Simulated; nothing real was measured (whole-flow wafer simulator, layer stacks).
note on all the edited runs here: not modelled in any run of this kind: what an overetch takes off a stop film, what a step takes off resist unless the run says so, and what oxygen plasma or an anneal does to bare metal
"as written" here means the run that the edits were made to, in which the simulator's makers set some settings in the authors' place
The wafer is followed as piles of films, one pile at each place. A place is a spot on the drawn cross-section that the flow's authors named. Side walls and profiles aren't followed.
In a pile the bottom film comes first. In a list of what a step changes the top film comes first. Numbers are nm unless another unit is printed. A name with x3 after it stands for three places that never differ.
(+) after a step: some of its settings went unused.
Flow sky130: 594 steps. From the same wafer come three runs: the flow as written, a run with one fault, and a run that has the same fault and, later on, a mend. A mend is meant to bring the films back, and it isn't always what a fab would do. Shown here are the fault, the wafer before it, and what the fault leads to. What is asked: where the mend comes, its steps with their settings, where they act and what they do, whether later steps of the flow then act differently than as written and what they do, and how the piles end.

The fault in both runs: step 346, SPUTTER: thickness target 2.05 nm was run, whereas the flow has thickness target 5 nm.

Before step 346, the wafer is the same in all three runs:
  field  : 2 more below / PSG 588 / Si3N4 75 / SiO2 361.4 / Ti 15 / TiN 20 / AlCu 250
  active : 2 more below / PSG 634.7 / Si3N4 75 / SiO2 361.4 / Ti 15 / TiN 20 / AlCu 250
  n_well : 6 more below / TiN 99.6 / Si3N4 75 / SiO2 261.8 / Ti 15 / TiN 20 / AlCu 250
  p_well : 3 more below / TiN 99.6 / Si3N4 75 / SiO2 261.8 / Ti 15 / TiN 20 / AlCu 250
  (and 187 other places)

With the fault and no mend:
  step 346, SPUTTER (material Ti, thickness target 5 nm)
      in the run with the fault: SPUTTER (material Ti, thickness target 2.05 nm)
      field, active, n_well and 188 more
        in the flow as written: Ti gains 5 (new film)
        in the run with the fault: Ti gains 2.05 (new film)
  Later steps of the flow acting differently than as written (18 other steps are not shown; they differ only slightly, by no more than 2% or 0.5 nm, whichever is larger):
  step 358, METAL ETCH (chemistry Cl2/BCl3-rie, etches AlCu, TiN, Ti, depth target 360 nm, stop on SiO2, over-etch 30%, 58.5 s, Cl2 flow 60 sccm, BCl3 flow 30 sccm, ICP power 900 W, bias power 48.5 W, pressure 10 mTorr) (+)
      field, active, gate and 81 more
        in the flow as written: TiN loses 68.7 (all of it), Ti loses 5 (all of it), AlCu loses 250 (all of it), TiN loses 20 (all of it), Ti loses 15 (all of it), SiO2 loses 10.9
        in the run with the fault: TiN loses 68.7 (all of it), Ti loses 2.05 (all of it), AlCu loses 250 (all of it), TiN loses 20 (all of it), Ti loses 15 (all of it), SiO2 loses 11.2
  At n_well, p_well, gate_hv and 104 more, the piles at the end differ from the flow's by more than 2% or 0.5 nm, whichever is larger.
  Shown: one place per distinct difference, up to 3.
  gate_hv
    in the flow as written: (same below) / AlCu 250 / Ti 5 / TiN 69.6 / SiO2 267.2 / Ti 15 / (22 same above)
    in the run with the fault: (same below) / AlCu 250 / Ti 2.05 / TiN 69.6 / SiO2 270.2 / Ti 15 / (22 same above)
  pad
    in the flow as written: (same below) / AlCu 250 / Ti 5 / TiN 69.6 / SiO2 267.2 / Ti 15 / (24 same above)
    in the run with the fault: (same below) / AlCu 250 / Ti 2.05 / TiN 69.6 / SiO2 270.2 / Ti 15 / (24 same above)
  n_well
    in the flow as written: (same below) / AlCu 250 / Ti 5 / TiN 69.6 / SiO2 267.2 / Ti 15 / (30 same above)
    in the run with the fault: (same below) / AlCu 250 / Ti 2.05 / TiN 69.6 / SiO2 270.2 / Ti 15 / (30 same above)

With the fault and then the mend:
  After step 346 comes the mend.
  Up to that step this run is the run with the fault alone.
  step 346a, SPUTTER (material Ti, thickness target 2.95 nm) (a further turn of the flow's step 346, with different settings)
      field, active, n_well and 188 more
        Ti gains 2.95
  Later steps of the flow that are run all act as written at every place that is followed.
  By the end, the piles equal the flow's at every place that both follow.
